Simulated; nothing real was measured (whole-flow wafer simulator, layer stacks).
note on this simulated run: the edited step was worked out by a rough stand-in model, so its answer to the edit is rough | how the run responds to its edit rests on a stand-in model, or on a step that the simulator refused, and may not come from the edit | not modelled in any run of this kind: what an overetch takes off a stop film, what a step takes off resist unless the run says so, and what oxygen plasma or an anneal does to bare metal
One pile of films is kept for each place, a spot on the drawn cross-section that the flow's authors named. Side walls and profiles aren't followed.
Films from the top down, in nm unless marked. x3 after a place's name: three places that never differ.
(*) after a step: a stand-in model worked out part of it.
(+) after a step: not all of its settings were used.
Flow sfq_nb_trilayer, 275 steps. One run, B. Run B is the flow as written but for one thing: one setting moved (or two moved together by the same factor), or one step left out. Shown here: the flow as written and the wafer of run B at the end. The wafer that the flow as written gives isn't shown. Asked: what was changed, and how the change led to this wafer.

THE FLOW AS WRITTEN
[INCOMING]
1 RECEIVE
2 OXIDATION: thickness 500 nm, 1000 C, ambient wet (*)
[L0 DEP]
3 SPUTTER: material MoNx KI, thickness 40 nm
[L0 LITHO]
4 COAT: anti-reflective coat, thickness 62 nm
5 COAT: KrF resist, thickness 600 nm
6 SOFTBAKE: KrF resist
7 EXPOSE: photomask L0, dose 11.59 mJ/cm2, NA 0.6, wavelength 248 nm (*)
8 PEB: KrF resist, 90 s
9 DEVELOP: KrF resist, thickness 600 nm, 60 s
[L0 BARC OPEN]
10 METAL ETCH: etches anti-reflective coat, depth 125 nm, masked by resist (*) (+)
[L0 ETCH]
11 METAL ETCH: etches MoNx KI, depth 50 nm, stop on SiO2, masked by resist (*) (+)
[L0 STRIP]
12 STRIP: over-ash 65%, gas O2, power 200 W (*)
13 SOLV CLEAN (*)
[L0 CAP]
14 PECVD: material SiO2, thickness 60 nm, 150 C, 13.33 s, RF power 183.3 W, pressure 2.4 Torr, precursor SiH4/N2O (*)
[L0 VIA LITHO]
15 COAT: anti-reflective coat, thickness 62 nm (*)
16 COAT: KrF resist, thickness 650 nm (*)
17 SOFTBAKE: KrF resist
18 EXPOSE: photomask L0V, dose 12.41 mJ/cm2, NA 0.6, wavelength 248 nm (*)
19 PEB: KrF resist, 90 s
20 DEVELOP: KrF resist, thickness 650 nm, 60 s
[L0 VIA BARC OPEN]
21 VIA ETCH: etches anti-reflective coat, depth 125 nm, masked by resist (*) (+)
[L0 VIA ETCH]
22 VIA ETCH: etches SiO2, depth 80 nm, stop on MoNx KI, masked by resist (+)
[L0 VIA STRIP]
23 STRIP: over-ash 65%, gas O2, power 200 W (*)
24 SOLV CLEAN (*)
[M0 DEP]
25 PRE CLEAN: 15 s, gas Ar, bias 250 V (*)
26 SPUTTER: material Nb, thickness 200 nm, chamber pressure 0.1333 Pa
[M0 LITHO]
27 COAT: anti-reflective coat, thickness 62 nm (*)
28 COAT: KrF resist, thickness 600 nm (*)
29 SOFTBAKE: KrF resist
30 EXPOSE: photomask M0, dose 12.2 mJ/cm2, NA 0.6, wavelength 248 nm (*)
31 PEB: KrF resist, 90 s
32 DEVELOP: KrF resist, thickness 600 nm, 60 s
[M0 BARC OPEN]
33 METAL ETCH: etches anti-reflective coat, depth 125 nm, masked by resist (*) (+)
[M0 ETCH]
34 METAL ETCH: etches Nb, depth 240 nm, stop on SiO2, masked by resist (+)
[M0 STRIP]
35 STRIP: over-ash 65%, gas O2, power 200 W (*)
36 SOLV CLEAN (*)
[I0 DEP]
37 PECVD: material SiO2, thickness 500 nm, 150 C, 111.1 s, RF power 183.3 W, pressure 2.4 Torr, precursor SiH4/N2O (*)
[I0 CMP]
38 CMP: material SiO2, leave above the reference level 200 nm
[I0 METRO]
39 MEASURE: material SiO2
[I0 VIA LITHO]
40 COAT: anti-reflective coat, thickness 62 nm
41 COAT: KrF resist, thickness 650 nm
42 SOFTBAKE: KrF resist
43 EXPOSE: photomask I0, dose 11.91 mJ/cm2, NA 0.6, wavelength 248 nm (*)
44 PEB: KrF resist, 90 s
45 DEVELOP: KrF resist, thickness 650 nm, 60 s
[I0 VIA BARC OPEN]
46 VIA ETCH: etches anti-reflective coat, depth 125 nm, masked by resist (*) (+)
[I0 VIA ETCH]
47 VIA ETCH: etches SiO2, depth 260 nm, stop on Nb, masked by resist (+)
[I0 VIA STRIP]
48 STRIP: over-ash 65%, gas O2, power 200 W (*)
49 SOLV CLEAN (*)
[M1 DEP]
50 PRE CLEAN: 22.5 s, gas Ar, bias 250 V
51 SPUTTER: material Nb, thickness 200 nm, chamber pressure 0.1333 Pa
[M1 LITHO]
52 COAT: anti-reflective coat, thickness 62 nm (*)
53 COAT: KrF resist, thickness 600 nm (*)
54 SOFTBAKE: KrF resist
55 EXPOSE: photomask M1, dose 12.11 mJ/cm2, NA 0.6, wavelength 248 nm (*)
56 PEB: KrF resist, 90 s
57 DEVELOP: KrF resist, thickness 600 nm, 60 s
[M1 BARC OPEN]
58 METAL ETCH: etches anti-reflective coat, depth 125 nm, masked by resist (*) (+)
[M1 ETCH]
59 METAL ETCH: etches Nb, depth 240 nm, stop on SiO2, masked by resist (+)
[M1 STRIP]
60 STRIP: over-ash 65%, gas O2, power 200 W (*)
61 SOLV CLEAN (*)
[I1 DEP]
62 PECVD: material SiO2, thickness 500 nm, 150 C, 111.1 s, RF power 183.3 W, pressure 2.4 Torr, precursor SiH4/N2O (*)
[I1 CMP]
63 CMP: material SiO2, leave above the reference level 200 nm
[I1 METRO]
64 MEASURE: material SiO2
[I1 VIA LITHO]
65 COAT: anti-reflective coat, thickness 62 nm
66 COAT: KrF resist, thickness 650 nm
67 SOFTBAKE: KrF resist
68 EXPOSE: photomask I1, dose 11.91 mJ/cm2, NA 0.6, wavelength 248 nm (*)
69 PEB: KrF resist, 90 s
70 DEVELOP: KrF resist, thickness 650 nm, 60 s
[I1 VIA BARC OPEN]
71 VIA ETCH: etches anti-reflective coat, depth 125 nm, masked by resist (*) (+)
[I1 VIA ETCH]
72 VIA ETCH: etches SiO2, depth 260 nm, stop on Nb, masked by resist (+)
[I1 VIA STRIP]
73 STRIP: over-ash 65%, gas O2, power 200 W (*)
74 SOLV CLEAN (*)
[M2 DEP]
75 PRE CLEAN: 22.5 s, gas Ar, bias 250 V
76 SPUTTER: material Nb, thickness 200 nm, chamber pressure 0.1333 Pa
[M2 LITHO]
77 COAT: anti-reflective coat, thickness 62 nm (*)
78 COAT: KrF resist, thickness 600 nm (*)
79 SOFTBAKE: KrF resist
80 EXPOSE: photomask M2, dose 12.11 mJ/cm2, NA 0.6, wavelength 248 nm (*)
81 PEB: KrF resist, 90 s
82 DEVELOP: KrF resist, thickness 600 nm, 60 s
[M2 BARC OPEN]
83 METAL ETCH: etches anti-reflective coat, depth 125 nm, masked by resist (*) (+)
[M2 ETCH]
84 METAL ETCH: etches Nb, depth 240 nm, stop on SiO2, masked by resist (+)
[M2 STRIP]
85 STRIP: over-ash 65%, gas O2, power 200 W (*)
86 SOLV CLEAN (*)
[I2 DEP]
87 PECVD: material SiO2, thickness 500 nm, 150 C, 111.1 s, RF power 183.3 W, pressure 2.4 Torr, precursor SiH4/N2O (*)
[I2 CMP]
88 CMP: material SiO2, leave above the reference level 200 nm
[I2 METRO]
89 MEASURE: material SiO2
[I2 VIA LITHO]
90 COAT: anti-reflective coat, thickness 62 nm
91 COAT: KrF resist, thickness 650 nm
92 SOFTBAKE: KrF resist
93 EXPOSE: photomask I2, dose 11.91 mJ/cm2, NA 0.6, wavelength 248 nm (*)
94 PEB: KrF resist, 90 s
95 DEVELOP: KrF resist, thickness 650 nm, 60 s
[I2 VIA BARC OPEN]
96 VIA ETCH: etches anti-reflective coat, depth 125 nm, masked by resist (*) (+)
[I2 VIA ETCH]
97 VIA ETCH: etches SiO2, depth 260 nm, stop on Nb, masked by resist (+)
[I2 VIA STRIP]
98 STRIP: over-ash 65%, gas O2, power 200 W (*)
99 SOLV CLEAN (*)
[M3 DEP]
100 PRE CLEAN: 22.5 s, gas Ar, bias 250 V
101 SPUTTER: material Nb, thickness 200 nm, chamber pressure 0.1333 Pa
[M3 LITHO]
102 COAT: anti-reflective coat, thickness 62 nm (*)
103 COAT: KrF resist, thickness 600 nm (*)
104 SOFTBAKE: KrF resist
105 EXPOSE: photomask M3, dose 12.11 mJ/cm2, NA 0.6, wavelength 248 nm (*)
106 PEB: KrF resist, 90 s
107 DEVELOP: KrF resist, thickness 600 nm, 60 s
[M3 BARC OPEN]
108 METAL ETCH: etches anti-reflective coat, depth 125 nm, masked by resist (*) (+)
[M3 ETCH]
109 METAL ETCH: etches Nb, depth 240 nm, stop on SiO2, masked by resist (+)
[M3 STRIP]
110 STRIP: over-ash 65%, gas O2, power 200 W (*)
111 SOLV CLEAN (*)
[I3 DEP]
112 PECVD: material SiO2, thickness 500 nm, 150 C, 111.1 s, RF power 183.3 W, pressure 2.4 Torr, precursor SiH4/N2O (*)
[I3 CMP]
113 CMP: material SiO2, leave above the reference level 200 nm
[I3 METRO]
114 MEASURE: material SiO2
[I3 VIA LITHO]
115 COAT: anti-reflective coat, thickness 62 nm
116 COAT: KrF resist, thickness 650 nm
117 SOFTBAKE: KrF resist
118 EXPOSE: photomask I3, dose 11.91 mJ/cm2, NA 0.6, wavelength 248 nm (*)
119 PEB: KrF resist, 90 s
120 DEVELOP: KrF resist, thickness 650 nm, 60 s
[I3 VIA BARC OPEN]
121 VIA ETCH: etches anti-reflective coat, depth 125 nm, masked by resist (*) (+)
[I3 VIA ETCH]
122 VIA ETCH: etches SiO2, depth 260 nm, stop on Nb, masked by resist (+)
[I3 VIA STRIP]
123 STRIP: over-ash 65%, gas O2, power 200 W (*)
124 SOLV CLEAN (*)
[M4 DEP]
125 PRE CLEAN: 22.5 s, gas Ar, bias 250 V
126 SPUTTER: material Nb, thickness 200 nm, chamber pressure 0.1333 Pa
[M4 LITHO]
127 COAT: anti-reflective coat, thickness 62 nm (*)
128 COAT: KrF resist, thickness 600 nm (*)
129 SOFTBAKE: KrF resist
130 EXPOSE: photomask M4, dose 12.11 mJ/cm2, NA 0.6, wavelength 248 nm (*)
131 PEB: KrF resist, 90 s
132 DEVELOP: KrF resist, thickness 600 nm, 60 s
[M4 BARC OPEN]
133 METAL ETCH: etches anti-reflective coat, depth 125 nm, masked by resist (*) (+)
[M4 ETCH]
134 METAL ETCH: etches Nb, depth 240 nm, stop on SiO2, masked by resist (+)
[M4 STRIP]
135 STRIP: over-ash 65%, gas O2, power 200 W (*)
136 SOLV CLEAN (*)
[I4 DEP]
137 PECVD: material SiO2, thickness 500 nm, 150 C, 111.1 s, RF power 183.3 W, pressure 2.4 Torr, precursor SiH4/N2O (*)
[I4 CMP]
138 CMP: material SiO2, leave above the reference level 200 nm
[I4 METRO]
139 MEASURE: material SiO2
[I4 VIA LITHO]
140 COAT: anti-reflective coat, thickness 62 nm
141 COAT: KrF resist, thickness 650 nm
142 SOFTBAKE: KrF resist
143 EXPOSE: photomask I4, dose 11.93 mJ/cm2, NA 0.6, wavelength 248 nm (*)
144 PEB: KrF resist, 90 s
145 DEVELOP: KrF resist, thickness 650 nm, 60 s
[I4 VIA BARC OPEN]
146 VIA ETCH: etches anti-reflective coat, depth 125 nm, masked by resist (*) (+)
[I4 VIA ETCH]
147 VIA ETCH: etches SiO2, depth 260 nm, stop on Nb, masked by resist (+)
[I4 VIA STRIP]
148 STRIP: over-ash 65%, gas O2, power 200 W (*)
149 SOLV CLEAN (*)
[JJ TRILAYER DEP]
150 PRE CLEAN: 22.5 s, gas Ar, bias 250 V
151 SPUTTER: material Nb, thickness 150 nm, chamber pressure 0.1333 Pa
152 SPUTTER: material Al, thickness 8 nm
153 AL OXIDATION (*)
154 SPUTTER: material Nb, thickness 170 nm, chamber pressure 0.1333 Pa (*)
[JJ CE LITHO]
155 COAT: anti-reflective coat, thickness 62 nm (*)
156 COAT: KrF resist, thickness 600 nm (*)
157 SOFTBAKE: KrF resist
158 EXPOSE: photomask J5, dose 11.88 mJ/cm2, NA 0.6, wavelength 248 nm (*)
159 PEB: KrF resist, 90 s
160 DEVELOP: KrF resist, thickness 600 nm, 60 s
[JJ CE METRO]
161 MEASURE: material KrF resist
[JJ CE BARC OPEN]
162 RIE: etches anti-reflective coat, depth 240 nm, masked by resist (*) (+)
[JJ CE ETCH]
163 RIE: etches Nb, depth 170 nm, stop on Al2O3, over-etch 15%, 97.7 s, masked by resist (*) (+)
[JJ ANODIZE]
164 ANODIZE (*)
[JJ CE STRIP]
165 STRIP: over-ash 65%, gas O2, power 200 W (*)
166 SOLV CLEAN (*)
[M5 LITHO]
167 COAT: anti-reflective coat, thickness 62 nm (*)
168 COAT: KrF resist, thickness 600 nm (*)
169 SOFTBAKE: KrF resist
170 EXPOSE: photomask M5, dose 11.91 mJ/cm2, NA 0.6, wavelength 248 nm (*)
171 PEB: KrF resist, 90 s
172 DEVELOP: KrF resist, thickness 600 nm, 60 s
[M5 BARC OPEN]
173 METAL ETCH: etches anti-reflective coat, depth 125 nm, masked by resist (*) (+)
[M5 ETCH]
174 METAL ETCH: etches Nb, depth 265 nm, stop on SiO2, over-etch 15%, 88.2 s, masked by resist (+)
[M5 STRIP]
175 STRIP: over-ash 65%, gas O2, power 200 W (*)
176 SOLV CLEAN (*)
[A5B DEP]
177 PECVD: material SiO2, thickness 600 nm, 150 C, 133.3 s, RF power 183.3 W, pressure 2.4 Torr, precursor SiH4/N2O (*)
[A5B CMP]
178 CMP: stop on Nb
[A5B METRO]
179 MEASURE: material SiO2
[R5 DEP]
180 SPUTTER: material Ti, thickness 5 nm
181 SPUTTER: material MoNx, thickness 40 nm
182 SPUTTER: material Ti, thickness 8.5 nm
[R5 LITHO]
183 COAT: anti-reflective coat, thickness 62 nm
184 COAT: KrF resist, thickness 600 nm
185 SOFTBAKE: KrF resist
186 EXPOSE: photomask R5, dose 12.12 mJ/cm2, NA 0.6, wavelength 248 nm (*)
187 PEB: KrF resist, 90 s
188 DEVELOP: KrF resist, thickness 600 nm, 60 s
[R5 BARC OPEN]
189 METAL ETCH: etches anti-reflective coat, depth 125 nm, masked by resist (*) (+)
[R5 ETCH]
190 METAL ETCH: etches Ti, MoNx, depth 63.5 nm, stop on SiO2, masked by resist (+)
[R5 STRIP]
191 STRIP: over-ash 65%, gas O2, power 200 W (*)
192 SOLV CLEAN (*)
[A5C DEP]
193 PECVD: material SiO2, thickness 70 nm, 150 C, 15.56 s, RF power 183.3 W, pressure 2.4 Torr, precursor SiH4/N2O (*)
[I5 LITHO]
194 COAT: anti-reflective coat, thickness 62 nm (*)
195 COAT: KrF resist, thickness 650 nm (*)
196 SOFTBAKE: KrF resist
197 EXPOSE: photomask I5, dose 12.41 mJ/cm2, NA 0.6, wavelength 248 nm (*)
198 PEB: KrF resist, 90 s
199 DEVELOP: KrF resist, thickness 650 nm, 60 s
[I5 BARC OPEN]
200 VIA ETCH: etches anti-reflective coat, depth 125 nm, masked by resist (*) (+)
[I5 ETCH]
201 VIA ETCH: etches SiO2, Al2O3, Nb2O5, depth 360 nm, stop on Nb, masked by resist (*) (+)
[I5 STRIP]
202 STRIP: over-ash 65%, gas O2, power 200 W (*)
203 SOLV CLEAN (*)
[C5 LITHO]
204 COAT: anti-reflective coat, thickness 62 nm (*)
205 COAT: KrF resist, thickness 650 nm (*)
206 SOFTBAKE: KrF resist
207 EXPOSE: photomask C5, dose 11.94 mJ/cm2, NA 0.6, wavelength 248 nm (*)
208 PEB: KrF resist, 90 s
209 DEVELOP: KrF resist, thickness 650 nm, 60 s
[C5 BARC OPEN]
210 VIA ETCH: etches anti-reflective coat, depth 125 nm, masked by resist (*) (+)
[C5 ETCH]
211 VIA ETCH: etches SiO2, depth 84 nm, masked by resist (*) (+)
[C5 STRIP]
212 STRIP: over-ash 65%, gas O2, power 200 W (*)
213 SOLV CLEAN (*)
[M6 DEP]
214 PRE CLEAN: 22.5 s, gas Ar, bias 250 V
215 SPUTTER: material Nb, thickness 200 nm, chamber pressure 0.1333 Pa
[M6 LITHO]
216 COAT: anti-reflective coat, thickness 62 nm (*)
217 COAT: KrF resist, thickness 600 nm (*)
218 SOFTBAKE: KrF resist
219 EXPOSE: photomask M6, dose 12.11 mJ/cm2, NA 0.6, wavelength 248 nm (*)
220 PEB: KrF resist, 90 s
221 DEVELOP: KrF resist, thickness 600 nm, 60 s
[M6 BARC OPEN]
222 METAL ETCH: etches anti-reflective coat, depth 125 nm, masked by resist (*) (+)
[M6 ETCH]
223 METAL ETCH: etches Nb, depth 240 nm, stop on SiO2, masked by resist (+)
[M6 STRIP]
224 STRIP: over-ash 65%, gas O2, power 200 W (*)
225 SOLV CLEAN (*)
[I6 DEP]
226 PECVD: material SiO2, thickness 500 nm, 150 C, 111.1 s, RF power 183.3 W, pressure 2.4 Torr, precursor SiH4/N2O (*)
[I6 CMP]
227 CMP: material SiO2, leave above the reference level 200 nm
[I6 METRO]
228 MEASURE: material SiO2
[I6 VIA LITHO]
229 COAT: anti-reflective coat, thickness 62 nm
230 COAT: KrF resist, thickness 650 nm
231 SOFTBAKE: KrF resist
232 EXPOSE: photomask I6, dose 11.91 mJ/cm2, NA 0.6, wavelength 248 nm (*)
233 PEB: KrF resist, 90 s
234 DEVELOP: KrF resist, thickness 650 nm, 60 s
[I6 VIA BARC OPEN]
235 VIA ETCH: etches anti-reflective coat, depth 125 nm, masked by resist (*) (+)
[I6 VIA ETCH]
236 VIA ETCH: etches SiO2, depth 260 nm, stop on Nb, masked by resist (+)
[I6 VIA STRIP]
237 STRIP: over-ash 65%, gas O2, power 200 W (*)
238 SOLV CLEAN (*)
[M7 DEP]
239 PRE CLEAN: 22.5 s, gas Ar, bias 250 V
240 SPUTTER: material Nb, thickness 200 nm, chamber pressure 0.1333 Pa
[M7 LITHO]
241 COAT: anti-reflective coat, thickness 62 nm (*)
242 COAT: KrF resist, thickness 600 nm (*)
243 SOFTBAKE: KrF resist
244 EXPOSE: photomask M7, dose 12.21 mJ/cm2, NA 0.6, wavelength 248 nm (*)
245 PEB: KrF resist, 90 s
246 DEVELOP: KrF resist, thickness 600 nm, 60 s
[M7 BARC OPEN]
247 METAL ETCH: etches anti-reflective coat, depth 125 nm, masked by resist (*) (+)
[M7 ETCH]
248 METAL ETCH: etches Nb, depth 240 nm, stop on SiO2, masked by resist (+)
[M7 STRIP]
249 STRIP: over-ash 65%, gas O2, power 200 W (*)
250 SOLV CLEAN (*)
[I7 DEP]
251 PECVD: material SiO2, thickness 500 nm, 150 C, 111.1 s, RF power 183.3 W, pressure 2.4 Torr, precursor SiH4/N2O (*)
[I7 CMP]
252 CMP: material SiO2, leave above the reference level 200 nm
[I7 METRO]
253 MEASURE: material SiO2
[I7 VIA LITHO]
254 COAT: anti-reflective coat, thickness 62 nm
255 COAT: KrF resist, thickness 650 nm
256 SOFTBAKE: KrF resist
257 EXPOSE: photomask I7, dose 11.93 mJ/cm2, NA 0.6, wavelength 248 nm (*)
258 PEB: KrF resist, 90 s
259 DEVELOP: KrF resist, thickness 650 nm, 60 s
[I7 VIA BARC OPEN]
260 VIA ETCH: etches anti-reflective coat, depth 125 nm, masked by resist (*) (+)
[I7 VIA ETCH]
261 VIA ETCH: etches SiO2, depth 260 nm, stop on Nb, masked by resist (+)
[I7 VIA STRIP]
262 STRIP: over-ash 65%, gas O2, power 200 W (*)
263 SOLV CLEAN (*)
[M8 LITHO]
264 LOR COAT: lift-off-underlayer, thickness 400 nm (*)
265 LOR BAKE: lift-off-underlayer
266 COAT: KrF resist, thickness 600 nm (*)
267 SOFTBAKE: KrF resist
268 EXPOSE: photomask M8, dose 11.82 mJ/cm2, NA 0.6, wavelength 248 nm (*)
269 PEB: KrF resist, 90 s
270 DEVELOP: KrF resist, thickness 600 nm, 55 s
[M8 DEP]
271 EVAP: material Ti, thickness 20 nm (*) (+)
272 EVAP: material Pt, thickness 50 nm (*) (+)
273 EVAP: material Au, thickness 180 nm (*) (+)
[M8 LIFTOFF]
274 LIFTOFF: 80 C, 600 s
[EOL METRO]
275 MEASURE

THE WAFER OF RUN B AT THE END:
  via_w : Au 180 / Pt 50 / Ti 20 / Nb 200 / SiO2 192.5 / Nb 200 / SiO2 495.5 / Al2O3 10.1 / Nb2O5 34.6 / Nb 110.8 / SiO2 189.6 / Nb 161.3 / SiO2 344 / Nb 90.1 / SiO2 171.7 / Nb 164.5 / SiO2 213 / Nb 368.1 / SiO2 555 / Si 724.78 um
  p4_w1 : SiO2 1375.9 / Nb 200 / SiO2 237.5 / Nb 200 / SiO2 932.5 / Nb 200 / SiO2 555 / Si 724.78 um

The cause: step 62, PECVD: thickness 255 nm was run, where the flow has thickness 500 nm; step 62, PECVD: 56.67 s was run, where the flow has 111.1 s.

How the change led to this, step by step:
  62 PECVD: material SiO2, thickness 500 nm, 150 C, 111.1 s, RF power 183.3 W, pressure 2.4 Torr, precursor SiH4/N2O (*)
      field_l, be, be_sur and 72 more: SiO2 +255 (as written it would be: SiO2 +500)
      v_sur, via_wl, via_wr and 20 more: SiO2 +255 (new film) (as written it would be: SiO2 +500 (new film))
      (and at 8 more places)
  63 CMP: material SiO2, leave above the reference level 200 nm
      field_l, be, be_sur and 72 more: nothing (as written it would be: SiO2 -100)
      lsp_m, ln_m6, lsp_r, l0_sur, l0v: nothing (as written it would be: SiO2 -94.9)
      (and at 26 more places)
  65 COAT: anti-reflective coat, thickness 62 nm
      be_r, r_sur, res, p3_l3, p3_s3, p3_s4, p3_l5: anti-reflective coat +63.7 (new film) (as written it would be: anti-reflective coat +62 (new film))
      sp_r, p3_s1, p3_l2, p3_s2, p3_s5, p3_l6: anti-reflective coat +63.8 (new film) (as written it would be: anti-reflective coat +62 (new film))
      (and at 77 more places)
  66 COAT: KrF resist, thickness 650 nm
      m0r_space_l, m0r_space_r, m5r_space_l, m6r_space_l, m6r_space_r, m7r_space_l, m7r_space_r: KrF resist +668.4 (new film) (as written it would be: KrF resist +650 (new film))
      m0r_line_l, m0r_line_r, m6r_line_l, m6r_line_r, m7r_line_l, m7r_line_r: KrF resist +678.6 (new film) (as written it would be: KrF resist +650 (new film))
      (and at 54 more places)
  70 DEVELOP: KrF resist, thickness 650 nm, 60 s
      via_v: KrF resist -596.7 (all of it) (as written it would be: KrF resist -648.6 (all of it))
  71 VIA ETCH: etches anti-reflective coat, depth 125 nm, masked by resist (*) (+)
      field_l, v_sur, via_wl and 102 more: KrF resist -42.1 (as written it would be: KrF resist -51.7)
      via_v: anti-reflective coat -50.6 (all of it), SiO2 -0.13 (as written it would be: anti-reflective coat -62 (all of it), SiO2 -0.16)
  73 STRIP: over-ash 65%, gas O2, power 200 W (*)
      m0r_line_l, m0r_line_r, m6r_line_l, m6r_line_r, m7r_line_l, m7r_line_r: KrF resist -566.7 (all of it), anti-reflective coat -62.6 (all of it) (as written it would be: KrF resist -528.6 (all of it), anti-reflective coat -62 (all of it))
      m0r_space_l, m0r_space_r, m6r_space_l, m6r_space_r, m7r_space_l, m7r_space_r: KrF resist -556.5 (all of it), anti-reflective coat -79.6 (all of it) (as written it would be: KrF resist -528.6 (all of it), anti-reflective coat -62 (all of it))
      (and at 91 more places)
  76 SPUTTER: material Nb, thickness 200 nm, chamber pressure 0.1333 Pa
      be, lsp_l: Nb +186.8 (new film) (as written it would be: Nb +200 (new film))
      via_w: Nb +164.5 (new film) (as written it would be: Nb +200 (new film))
  77 COAT: anti-reflective coat, thickness 62 nm (*)
      p3_s1, p3_l2, p3_s2, p3_s5, p3_l6: anti-reflective coat +63.7 (new film) (as written it would be: anti-reflective coat +62 (new film))
      p3_l3, p3_s4, p3_l5: anti-reflective coat +63.6 (new film) (as written it would be: anti-reflective coat +62 (new film))
      (and at 82 more places)
  78 COAT: KrF resist, thickness 600 nm (*)
      m0r_line_l, m6r_line_l, m7r_line_l: KrF resist +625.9 (new film) (as written it would be: KrF resist +600 (new film))
      m0r_space_l, m6r_space_l, m7r_space_l: KrF resist +619.2 (new film) (as written it would be: KrF resist +600 (new film))
      (and at 64 more places)
  82 DEVELOP: KrF resist, thickness 600 nm, 60 s
      m0r_line_l, m6r_line_l, m7r_line_l: KrF resist -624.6 (all of it) (as written it would be: KrF resist -598.7 (all of it))
      m0r_space_l, m6r_space_l, m7r_space_l: KrF resist -617.9 (all of it) (as written it would be: KrF resist -598.7 (all of it))
      (and at 42 more places)
  83 METAL ETCH: etches anti-reflective coat, depth 125 nm, masked by resist (*) (+)
      m5r_linepad_l, m5r_linepad_r, r5r_spacepad_l, r5r_spacepad_r: anti-reflective coat -125 (as written it would be: anti-reflective coat -62 (all of it))
      v_sur, via_wl, via_w and 19 more: KrF resist -69.4 (as written it would be: KrF resist -51.7)
      (and at 64 more places)
  84 METAL ETCH: etches Nb, depth 240 nm, stop on SiO2, masked by resist (+)
      m5r_linepad_l, m5r_linepad_r: anti-reflective coat -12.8 (all of it), Nb -200 (all of it) (as written it would be: Nb -200 (all of it))
      r5r_spacepad_l, r5r_spacepad_r: anti-reflective coat -13.7 (all of it), Nb -200 (all of it) (as written it would be: Nb -200 (all of it))
      (and at 2 more places)
  85 STRIP: over-ash 65%, gas O2, power 200 W (*)
      v_sur: KrF resist -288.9 (all of it), anti-reflective coat -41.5 (all of it) (as written it would be: KrF resist -380 (all of it), anti-reflective coat -61.4 (all of it))
      via_wl: KrF resist -297.7 (all of it), anti-reflective coat -34.9 (all of it) (as written it would be: KrF resist -379.5 (all of it), anti-reflective coat -61.3 (all of it))
      (and at 20 more places)
  87 PECVD: material SiO2, thickness 500 nm, 150 C, 111.1 s, RF power 183.3 W, pressure 2.4 Torr, precursor SiH4/N2O (*)
      via_w: SiO2 +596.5 (new film) (as written it would be: SiO2 +500 (new film))
  88 CMP: material SiO2, leave above the reference level 200 nm
      field_l, be, be_sur and 79 more: nothing (as written it would be: SiO2 -100)
      via_w: SiO2 -157.1 (as written it would be: SiO2 -300)
  ... 40 more steps ...
  178 CMP: stop on Nb
      via_w: SiO2 -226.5 (as written it would be: SiO2 -235.2)
Counting metal films that touch as one body, via_w has 7 bodies (between them, from the top down: SiO2 192.5; SiO2 495.5 / Al2O3 10.1 / Nb2O5 34.6; SiO2 189.6; SiO2 344; SiO2 171.7; SiO2 213); the flow as written gives 5 bodies (between them, from the top down: SiO2 192.5; SiO2 427.3 / Al2O3 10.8 / Nb2O5 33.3; SiO2 425.9; SiO2 416.9).
